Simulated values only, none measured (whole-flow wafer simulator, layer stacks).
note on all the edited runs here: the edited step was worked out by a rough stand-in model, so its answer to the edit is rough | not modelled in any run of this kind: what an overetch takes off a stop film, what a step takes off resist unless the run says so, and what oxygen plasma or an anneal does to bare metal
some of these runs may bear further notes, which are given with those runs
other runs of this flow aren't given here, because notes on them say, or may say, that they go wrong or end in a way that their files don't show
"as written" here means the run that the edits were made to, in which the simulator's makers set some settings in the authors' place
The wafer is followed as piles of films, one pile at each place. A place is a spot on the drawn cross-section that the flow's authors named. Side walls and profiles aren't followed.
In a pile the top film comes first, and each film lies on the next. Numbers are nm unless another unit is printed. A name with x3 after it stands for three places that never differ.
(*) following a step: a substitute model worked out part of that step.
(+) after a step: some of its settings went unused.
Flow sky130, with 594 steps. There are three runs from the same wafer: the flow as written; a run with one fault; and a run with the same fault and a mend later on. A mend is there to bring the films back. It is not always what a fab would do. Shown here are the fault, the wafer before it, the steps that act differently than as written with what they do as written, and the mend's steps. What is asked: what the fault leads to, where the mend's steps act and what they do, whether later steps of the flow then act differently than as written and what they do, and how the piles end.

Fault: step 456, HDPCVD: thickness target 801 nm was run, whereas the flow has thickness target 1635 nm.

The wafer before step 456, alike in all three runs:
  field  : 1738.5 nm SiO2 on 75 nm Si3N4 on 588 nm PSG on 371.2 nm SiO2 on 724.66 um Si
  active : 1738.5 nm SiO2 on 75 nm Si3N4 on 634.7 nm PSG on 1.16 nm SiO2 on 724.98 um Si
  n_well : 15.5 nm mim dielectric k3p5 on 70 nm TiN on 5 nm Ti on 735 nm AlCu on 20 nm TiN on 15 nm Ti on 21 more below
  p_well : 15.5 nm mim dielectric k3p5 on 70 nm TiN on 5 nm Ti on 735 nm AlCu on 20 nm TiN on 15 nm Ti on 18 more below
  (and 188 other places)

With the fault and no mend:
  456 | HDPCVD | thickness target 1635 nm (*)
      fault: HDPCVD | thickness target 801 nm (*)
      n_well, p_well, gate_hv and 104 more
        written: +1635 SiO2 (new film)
        fault: +801 SiO2 (new film)
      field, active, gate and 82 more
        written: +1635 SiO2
        fault: +801 SiO2
  Steps further on in the flow that do not act as written (not shown: 8 more steps that differ only slightly, by at most 2% or 0.5 nm, whichever is larger):
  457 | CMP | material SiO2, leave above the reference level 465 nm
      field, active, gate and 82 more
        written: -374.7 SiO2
        fault: nothing
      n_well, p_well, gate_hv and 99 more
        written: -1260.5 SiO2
        fault: -426.5 SiO2
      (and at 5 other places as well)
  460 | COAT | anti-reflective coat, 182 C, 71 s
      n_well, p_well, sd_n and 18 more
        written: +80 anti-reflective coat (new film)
        fault: +3 anti-reflective coat (new film)
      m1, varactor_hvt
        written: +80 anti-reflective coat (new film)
        fault: +3.01 anti-reflective coat (new film)
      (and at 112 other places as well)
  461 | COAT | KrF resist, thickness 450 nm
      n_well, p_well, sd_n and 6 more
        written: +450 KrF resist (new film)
        fault: +55 KrF resist (new film)
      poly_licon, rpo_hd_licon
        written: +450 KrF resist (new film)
        fault: +501.3 KrF resist (new film)
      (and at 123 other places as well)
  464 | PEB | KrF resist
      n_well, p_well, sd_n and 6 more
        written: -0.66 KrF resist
        fault: -0.07 KrF resist
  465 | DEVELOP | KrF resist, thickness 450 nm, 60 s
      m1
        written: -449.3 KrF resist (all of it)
        fault: -254.7 KrF resist (all of it)
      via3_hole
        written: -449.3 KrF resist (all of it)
        fault: -139 KrF resist (all of it)
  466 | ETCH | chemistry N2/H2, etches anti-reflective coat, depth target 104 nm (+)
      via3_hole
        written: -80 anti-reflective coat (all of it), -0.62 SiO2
        fault: -20.6 anti-reflective coat (all of it)
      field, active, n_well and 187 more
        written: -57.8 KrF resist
        fault: -11.4 KrF resist
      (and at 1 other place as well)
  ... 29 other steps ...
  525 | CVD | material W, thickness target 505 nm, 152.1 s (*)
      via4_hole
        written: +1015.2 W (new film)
        fault: +1060.4 W (new film)
  By the end, the piles at field, active, gate and 84 more depart from the flow's by more than 2% or 0.5 nm, whichever is larger.
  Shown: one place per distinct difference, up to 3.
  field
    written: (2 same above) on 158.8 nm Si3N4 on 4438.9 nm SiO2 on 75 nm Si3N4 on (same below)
    fault: (2 same above) on 158.8 nm Si3N4 on 1495.6 nm SiO2 on 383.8 nm W on 20 nm TiN on 2539.5 nm SiO2 on 75 nm Si3N4 on (same below)
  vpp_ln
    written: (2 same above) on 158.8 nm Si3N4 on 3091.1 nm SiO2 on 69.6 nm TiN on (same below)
    fault: (2 same above) on 158.8 nm Si3N4 on 1495.6 nm SiO2 on 383.8 nm W on 20 nm TiN on 1191.7 nm SiO2 on 69.6 nm TiN on (same below)
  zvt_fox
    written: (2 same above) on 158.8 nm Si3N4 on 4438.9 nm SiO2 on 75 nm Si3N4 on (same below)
    fault: (2 same above) on 158.8 nm Si3N4 on 1451.3 nm SiO2 on 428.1 nm W on 20 nm TiN on 2539.5 nm SiO2 on 75 nm Si3N4 on (same below)

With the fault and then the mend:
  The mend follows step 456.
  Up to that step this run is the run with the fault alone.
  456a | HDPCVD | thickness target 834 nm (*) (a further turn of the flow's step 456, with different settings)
      field, active, n_well and 189 more
        +834 SiO2
  None of the later steps of the flow acts differently than as written at any place that is followed.
  At every place that both follow, the piles at the end match the flow's.
